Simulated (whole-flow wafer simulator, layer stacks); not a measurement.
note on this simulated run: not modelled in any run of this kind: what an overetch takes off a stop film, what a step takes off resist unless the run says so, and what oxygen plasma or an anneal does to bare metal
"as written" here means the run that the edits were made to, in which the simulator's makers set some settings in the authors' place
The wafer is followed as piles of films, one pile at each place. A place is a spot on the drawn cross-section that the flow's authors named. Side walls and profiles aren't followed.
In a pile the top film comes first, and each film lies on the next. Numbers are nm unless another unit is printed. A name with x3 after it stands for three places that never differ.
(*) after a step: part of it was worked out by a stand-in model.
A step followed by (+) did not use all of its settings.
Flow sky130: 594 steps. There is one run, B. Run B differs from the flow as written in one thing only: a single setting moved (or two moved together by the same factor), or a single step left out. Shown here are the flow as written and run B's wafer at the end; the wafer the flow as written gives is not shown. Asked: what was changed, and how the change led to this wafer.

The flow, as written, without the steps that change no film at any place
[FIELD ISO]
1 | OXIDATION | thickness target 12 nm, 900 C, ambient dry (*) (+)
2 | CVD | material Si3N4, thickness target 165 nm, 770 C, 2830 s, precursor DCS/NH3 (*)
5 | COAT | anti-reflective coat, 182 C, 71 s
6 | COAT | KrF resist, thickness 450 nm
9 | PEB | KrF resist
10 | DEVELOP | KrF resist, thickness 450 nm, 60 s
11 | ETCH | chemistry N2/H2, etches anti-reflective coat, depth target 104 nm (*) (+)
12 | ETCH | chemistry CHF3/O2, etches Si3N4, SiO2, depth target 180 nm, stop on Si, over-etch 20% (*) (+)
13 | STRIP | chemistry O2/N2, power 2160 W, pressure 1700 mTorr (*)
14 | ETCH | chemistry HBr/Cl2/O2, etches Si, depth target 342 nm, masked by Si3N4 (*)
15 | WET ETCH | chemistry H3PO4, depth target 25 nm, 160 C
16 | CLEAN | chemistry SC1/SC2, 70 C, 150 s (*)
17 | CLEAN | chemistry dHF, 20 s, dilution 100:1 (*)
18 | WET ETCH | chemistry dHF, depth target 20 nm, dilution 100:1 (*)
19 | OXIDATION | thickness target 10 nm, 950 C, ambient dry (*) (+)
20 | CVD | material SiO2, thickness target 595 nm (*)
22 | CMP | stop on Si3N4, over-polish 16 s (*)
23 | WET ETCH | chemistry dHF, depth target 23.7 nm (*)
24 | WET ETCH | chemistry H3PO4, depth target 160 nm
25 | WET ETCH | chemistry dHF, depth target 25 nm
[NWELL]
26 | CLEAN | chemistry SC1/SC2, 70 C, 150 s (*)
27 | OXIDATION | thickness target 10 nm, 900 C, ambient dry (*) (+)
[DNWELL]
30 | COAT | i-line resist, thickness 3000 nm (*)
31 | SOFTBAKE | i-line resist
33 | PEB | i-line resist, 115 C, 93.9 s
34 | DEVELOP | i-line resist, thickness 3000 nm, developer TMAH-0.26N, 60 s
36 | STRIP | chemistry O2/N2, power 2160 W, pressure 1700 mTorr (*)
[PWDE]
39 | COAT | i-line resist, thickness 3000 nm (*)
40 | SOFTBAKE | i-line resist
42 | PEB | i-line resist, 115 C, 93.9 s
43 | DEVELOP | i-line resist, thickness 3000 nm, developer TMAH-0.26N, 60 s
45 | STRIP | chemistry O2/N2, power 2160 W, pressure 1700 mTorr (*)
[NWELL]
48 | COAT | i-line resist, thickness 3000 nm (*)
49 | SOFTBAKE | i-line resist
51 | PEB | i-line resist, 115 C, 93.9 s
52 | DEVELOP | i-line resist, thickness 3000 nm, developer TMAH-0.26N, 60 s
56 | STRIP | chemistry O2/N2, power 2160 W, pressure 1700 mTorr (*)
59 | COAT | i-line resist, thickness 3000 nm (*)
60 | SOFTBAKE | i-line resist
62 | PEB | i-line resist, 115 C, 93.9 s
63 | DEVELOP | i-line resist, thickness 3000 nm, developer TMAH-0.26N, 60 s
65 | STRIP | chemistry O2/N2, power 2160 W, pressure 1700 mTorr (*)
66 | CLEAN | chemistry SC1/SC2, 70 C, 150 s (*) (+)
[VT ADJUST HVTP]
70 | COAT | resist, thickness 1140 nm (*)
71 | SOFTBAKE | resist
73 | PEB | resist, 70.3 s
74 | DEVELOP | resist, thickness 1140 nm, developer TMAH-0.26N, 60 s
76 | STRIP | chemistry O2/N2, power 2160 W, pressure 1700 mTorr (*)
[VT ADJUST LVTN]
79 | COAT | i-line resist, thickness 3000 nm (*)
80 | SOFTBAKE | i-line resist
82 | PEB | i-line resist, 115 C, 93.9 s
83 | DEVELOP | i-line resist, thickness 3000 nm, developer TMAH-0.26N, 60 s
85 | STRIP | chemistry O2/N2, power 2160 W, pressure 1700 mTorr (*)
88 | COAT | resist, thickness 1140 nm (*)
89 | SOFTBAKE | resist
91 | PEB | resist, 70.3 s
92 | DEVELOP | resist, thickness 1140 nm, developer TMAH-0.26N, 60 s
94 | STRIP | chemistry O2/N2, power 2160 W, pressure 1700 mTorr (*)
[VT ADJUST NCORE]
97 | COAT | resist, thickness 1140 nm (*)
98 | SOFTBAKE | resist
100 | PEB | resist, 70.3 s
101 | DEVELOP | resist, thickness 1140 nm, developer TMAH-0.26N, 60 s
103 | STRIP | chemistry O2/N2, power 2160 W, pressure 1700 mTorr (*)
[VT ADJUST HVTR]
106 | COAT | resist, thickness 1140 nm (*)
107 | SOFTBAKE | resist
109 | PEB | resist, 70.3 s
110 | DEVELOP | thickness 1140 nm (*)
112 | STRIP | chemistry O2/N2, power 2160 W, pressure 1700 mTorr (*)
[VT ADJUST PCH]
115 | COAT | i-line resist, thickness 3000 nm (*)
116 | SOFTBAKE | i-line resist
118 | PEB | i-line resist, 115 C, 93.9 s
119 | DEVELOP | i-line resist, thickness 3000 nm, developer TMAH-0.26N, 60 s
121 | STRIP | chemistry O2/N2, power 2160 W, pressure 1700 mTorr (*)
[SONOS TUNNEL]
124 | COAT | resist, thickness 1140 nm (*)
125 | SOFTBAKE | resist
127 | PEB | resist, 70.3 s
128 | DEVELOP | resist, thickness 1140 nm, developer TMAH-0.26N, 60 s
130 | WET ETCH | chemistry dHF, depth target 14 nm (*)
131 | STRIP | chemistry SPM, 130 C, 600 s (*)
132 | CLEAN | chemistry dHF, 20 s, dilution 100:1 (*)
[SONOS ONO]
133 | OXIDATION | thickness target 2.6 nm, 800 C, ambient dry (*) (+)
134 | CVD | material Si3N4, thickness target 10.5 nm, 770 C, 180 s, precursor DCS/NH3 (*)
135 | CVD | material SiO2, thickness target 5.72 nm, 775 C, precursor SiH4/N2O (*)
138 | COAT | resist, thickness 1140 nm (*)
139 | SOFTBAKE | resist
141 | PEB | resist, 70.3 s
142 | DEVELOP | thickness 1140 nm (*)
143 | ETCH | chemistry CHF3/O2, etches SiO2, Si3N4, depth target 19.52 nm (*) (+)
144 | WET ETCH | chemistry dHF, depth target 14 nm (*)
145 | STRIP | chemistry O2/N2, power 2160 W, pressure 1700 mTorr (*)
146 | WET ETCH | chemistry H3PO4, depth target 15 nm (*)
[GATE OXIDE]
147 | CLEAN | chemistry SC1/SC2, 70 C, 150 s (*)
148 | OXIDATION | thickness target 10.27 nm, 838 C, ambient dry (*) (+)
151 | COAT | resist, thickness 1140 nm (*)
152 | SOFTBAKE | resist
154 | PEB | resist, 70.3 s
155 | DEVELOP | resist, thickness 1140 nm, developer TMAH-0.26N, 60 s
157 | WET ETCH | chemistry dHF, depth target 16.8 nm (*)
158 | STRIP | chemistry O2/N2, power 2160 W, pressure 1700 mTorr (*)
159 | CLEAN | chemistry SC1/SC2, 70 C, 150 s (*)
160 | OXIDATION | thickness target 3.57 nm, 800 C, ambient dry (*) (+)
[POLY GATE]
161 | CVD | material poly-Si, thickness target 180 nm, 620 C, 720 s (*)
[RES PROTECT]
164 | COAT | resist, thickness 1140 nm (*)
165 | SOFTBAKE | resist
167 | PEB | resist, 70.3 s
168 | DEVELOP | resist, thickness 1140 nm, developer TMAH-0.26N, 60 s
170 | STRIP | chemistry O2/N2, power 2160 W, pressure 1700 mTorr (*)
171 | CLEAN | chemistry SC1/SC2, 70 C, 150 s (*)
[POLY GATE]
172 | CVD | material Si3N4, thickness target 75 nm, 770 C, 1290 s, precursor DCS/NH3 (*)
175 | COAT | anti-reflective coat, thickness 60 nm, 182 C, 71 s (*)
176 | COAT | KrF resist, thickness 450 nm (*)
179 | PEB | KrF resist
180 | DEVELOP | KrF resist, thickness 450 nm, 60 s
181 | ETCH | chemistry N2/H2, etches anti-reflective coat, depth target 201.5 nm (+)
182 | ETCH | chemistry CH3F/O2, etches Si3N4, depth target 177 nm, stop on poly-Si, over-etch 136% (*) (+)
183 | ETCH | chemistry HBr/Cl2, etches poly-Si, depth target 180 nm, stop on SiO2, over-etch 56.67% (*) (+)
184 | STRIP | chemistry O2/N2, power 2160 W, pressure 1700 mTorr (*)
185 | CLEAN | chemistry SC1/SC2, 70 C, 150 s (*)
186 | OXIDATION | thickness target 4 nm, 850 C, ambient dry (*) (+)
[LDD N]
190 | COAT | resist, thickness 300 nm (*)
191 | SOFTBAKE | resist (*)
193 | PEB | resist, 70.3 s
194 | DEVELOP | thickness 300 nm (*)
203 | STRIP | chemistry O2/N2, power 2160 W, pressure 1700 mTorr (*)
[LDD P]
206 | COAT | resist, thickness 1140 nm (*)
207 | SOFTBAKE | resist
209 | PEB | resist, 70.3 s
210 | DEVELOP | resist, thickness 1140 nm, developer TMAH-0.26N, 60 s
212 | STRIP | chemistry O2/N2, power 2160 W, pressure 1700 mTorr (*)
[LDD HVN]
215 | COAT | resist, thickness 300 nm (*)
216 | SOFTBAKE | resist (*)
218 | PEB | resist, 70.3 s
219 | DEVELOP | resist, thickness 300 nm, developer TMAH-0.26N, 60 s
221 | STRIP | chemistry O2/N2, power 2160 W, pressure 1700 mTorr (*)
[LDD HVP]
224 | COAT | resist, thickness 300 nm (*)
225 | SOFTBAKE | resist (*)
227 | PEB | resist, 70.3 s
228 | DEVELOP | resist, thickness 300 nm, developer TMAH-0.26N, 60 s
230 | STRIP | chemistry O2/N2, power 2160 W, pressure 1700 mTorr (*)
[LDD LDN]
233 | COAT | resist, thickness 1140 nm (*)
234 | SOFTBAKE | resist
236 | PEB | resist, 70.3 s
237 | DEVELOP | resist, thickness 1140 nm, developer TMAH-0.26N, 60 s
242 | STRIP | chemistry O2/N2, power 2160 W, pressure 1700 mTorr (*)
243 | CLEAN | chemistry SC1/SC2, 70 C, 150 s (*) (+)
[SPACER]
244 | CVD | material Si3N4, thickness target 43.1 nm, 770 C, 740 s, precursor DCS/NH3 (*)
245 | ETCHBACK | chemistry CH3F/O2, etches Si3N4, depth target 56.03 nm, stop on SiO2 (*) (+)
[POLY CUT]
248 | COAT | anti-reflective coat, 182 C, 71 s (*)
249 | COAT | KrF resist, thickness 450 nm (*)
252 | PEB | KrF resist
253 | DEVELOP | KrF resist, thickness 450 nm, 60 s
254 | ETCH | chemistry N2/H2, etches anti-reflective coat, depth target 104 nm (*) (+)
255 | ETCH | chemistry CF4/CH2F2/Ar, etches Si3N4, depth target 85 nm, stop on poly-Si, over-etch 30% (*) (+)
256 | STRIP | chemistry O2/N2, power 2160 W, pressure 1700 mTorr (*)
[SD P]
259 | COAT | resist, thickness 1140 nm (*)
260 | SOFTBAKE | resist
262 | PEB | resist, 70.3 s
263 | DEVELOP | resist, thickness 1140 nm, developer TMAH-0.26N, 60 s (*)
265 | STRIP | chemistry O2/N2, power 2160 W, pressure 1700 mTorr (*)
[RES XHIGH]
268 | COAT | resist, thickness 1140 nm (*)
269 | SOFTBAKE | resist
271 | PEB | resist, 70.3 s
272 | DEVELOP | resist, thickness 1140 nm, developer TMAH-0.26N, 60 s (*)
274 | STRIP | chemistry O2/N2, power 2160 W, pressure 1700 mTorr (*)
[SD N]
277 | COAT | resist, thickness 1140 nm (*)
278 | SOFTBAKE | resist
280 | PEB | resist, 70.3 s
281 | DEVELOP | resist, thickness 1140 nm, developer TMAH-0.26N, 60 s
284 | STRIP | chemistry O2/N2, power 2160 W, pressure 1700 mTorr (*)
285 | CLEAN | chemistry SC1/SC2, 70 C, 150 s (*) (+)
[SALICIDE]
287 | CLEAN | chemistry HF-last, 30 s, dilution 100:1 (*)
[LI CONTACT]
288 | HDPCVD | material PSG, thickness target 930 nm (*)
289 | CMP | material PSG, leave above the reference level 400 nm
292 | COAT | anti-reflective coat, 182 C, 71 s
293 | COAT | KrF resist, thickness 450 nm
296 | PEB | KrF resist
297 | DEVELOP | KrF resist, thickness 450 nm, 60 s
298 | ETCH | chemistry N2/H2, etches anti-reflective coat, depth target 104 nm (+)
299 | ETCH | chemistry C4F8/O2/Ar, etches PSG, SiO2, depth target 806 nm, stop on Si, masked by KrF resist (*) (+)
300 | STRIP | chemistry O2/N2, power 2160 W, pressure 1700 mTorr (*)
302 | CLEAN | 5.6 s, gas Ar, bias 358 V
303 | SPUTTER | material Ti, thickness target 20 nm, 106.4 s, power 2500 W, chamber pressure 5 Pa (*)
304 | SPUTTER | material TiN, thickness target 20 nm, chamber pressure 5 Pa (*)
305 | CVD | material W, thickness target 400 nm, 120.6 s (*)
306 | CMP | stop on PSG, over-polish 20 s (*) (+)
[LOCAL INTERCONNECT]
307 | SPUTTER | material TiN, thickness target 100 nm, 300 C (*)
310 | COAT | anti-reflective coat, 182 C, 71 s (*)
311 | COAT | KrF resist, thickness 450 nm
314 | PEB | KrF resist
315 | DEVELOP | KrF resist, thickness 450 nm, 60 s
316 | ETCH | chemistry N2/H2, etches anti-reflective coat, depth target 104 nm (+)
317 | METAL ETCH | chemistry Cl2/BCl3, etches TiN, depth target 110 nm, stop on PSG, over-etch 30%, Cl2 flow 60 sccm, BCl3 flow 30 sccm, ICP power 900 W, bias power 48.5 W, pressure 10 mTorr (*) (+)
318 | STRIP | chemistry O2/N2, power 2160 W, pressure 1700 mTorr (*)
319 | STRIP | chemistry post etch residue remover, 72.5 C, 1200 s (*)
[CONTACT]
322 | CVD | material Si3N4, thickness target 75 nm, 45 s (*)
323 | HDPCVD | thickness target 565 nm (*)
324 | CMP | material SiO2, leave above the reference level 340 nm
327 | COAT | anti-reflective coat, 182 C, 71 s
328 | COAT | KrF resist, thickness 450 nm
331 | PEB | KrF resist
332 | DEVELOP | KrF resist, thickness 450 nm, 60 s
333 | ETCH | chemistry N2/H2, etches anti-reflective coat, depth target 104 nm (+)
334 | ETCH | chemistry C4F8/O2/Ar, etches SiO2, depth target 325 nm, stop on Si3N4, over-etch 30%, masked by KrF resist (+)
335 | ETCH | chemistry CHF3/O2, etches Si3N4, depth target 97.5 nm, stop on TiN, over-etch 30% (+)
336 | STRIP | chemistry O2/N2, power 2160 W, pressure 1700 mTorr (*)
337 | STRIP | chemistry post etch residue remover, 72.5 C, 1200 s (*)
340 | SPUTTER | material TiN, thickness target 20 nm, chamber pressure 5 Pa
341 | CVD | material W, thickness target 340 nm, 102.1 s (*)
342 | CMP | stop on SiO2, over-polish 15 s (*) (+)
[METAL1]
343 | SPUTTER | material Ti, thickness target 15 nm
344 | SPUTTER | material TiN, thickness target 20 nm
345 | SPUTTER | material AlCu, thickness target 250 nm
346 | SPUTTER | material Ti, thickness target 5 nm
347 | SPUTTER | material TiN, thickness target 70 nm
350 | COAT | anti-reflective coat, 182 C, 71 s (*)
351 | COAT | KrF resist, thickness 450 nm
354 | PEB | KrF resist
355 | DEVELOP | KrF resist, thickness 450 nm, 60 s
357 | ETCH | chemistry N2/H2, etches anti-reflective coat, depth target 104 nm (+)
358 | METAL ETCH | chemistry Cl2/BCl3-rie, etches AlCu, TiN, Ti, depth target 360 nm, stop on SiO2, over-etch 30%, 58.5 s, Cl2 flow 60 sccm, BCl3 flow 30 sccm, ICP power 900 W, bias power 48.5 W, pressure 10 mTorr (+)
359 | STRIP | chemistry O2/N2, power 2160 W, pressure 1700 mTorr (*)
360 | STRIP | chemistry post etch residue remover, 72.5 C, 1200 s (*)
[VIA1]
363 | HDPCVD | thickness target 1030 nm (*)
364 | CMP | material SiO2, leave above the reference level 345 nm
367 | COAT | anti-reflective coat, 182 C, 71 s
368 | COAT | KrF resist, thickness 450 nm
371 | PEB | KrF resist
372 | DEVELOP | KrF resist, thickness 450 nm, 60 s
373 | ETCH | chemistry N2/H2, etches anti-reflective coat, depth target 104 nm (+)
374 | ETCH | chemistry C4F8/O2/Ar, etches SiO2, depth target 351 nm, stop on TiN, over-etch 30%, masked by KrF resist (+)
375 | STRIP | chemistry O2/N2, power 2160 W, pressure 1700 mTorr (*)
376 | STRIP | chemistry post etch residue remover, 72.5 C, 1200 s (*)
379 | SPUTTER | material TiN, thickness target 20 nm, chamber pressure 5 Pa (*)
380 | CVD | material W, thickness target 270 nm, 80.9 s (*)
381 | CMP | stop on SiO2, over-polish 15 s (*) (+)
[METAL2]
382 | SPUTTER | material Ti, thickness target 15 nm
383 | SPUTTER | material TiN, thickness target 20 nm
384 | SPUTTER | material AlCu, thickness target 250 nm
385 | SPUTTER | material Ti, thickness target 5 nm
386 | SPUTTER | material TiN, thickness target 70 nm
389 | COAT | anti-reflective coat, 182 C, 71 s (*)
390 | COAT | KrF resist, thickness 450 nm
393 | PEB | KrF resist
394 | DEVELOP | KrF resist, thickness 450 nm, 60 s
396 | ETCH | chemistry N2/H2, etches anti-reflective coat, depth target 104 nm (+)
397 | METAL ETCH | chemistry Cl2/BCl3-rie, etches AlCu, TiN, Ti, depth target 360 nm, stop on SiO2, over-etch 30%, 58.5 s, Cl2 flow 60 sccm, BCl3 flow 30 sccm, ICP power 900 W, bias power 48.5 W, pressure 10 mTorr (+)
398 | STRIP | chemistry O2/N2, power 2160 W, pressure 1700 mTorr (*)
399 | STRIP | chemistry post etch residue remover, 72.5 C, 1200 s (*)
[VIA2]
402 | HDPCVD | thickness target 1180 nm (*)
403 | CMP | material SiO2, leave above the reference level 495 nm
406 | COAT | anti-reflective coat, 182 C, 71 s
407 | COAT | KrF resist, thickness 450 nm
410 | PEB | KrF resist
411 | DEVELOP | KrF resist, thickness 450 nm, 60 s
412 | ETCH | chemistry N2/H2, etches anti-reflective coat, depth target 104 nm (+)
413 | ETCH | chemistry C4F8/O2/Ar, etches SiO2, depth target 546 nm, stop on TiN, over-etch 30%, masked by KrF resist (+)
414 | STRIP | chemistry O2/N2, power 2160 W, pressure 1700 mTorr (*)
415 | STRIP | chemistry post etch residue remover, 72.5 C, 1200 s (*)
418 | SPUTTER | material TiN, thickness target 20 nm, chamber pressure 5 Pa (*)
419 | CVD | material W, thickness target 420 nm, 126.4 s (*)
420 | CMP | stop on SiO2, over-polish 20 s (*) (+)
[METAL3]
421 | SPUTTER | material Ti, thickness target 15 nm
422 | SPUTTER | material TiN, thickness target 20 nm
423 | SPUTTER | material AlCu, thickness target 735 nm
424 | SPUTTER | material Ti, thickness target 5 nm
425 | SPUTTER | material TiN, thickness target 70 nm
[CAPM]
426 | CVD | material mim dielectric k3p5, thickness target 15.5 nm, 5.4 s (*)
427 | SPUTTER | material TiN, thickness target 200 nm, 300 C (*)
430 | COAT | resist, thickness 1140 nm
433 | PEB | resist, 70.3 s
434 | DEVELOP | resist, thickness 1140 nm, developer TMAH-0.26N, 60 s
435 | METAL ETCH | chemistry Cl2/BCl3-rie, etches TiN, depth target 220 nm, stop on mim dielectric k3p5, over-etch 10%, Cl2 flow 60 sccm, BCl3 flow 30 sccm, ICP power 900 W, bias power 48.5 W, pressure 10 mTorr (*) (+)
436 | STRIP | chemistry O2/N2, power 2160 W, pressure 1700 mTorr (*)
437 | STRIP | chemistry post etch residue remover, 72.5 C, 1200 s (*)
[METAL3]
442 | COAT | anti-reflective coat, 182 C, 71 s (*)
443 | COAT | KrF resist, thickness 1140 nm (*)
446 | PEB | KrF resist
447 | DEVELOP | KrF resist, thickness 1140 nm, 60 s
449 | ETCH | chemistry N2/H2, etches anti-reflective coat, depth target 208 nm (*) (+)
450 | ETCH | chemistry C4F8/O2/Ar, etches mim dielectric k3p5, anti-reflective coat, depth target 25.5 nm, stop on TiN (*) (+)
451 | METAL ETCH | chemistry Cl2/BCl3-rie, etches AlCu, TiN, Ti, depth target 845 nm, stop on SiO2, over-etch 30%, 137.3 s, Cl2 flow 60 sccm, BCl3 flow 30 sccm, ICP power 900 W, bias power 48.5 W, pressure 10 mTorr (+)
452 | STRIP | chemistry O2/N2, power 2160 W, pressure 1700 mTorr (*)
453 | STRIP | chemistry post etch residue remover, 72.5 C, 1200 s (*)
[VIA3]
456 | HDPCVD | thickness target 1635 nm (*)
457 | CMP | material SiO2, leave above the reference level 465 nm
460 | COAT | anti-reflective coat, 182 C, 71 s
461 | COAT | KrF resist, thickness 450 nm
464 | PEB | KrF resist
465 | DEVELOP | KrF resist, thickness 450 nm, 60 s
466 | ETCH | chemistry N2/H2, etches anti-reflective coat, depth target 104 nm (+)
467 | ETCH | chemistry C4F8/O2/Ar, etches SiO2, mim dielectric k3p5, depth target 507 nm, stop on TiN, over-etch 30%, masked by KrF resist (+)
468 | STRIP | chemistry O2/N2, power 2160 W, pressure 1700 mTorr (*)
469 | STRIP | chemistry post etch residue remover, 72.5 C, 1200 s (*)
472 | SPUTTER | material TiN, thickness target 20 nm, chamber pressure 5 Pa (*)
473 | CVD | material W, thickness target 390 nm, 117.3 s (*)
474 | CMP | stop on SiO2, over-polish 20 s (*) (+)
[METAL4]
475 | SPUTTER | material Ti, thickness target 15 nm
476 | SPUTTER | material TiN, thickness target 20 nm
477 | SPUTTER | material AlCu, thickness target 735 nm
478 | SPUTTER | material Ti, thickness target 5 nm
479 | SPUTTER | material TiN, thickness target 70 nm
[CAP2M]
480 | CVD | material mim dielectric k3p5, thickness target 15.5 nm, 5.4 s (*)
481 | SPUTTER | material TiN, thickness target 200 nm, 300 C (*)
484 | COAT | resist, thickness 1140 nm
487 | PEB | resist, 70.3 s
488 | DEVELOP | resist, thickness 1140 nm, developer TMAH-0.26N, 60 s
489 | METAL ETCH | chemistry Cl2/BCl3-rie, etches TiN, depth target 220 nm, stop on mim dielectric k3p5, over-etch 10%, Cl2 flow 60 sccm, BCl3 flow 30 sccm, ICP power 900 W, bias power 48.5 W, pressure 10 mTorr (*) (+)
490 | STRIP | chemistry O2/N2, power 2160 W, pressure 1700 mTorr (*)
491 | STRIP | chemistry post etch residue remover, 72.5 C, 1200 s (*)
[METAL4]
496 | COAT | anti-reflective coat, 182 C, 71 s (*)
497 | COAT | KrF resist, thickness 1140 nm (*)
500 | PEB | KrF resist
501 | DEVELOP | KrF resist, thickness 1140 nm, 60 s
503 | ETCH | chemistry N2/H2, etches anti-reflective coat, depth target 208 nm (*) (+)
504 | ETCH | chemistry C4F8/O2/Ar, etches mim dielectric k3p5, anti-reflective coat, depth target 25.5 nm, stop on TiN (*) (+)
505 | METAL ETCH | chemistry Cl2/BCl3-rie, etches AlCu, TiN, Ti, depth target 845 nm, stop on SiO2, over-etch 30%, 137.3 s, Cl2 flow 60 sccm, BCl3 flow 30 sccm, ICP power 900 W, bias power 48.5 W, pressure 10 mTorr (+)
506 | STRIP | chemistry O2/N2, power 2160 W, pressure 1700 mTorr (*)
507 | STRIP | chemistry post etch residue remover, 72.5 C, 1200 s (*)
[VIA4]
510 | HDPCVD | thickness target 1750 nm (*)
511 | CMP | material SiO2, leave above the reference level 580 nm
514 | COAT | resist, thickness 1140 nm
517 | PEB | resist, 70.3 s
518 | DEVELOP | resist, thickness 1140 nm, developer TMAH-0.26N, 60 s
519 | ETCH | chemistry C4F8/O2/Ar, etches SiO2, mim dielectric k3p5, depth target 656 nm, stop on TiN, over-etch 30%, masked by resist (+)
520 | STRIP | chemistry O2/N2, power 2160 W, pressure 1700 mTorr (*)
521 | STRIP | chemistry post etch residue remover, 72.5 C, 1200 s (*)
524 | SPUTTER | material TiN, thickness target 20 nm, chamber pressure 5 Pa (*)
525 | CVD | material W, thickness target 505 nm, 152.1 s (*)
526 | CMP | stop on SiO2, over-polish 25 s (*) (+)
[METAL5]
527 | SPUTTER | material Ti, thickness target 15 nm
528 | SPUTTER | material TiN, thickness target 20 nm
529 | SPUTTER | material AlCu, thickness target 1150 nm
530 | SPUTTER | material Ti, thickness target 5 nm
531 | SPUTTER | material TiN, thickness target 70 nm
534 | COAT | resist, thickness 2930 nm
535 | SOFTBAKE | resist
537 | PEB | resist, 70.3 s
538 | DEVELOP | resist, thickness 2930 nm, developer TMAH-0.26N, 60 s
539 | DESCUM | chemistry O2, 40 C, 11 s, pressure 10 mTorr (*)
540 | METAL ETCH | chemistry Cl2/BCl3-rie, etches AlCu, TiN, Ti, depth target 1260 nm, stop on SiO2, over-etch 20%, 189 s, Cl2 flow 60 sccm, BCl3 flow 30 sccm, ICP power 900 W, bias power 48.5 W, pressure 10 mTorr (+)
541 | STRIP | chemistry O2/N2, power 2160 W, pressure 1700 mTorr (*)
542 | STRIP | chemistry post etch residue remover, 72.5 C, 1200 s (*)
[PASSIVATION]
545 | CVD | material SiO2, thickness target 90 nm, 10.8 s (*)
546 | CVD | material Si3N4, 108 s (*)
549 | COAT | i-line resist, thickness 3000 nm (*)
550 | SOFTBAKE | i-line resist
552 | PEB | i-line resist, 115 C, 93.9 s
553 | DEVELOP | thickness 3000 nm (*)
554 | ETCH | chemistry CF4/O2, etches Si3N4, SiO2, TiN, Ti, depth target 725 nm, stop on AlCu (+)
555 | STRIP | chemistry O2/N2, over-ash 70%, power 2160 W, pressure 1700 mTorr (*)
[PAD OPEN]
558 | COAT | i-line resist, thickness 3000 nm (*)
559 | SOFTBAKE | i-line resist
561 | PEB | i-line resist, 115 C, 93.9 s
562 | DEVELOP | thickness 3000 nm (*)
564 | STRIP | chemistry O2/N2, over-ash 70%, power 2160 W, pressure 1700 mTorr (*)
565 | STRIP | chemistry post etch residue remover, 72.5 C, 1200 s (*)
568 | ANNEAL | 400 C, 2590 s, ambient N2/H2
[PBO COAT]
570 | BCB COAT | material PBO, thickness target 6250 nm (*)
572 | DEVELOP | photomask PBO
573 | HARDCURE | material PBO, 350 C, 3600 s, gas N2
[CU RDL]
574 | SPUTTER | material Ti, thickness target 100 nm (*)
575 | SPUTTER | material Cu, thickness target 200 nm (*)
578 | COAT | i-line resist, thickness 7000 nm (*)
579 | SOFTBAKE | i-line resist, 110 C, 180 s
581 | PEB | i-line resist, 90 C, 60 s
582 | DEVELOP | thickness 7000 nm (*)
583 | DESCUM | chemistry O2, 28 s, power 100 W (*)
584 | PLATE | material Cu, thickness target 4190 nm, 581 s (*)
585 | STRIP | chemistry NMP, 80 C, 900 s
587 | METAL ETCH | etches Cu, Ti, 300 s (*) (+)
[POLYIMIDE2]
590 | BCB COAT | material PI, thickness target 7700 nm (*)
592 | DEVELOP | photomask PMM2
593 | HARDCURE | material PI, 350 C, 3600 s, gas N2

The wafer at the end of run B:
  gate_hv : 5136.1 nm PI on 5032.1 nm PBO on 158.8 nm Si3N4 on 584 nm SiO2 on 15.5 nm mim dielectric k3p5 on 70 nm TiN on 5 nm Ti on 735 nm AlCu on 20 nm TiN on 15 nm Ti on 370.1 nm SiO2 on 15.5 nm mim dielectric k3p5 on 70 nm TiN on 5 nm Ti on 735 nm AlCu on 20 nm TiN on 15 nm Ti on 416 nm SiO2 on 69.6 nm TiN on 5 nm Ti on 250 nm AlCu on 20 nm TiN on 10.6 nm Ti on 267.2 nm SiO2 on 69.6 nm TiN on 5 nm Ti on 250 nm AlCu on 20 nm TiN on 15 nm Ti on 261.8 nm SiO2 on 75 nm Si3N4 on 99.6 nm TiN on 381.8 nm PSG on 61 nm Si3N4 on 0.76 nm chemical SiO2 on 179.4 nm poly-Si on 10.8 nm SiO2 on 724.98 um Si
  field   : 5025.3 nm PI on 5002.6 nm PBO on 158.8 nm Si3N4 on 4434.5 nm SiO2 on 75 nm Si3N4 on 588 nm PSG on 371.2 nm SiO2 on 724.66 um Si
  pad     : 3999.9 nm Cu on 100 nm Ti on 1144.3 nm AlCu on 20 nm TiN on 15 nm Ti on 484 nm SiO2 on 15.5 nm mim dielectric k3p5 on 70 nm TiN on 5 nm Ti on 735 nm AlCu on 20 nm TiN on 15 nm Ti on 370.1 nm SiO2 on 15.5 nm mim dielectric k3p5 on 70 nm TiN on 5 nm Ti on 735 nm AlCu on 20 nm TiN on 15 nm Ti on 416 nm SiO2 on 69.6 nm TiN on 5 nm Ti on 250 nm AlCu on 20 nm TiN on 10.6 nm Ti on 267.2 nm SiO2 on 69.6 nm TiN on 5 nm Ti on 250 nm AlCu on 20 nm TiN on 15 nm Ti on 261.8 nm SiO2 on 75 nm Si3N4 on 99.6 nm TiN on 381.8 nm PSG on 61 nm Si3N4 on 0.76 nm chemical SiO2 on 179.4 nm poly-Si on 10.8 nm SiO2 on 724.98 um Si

What caused this: step 382, SPUTTER: thickness target 10.6 nm was run, though the flow has thickness target 15 nm.
The wafer itself shows it: gate_hv has Ti 10.6, and step 382 as written asks for 15 nm.

Step by step, how the change led to this:
  382 | SPUTTER | material Ti, thickness target 15 nm
      field, active, n_well and 188 more: +10.6 Ti (new film) (in the flow as written it would be: +15 Ti (new film))
  397 | METAL ETCH | chemistry Cl2/BCl3-rie, etches AlCu, TiN, Ti, depth target 360 nm, stop on SiO2, over-etch 30%, 58.5 s, Cl2 flow 60 sccm, BCl3 flow 30 sccm, ICP power 900 W, bias power 48.5 W, pressure 10 mTorr (+)
      field, active, gate and 82 more: -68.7 TiN (all of it), -5 Ti (all of it), -250 AlCu (all of it), -20 TiN (all of it), -10.6 Ti (all of it), -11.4 SiO2 (in the flow as written it would be: -68.7 TiN (all of it), -5 Ti (all of it), -250 AlCu (all of it), -20 TiN (all of it), -15 Ti (all of it), -10.9 SiO2)
